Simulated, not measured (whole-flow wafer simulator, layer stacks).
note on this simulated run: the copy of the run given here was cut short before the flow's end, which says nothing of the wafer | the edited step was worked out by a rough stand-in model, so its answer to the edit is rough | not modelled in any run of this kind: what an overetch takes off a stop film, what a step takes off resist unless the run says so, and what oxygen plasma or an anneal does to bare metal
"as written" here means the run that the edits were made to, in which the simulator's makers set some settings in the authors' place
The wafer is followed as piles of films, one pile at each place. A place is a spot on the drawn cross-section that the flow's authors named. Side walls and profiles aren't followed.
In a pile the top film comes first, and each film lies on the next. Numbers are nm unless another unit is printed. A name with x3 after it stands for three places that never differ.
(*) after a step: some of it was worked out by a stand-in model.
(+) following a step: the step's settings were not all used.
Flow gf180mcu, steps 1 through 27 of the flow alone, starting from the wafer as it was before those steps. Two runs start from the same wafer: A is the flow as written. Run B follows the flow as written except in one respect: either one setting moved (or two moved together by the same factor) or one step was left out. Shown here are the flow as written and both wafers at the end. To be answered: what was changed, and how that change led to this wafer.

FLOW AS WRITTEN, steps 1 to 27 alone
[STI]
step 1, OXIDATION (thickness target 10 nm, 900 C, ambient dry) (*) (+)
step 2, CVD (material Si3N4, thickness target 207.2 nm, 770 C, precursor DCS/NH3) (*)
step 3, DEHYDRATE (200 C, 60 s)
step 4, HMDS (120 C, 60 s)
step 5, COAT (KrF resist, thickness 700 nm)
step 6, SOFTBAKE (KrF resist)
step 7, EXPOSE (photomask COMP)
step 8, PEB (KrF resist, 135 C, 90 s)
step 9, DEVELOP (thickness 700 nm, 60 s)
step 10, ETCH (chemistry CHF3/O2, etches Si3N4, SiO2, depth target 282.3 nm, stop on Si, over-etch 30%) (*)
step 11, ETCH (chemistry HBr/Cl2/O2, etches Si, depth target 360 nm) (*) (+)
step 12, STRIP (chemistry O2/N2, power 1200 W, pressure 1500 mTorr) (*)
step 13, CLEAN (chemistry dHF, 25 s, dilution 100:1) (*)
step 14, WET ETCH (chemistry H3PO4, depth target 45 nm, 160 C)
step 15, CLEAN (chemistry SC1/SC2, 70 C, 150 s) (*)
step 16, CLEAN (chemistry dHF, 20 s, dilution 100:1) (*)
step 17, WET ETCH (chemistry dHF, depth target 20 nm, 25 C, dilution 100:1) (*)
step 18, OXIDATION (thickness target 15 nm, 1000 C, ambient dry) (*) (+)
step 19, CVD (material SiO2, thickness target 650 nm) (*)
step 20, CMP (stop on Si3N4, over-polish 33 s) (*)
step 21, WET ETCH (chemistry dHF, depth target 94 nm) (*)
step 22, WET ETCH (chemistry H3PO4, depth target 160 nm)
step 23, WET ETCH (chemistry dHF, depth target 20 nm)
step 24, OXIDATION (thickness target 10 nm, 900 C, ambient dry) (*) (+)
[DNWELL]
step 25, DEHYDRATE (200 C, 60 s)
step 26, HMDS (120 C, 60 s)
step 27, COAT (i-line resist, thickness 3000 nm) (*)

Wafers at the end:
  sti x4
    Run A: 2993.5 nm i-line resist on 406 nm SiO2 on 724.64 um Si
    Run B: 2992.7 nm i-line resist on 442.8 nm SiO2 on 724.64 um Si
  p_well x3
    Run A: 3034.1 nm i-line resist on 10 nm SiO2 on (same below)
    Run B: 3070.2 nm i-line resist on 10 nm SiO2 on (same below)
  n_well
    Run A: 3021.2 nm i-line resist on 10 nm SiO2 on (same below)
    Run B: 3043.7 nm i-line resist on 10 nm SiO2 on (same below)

What caused this: step 21, WET ETCH: depth target 57.1 nm was run, whereas the flow has depth target 94 nm.

Step by step, how the change led to this:
  step 21, WET ETCH (chemistry dHF, depth target 94 nm) (*)
      active, n_well, p_well x3 and 38 more: A Si3N4 loses 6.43 | B Si3N4 loses 3.94
      field, field_sub, sti x4 and 31 more: A SiO2 loses 94 | B SiO2 loses 57.1
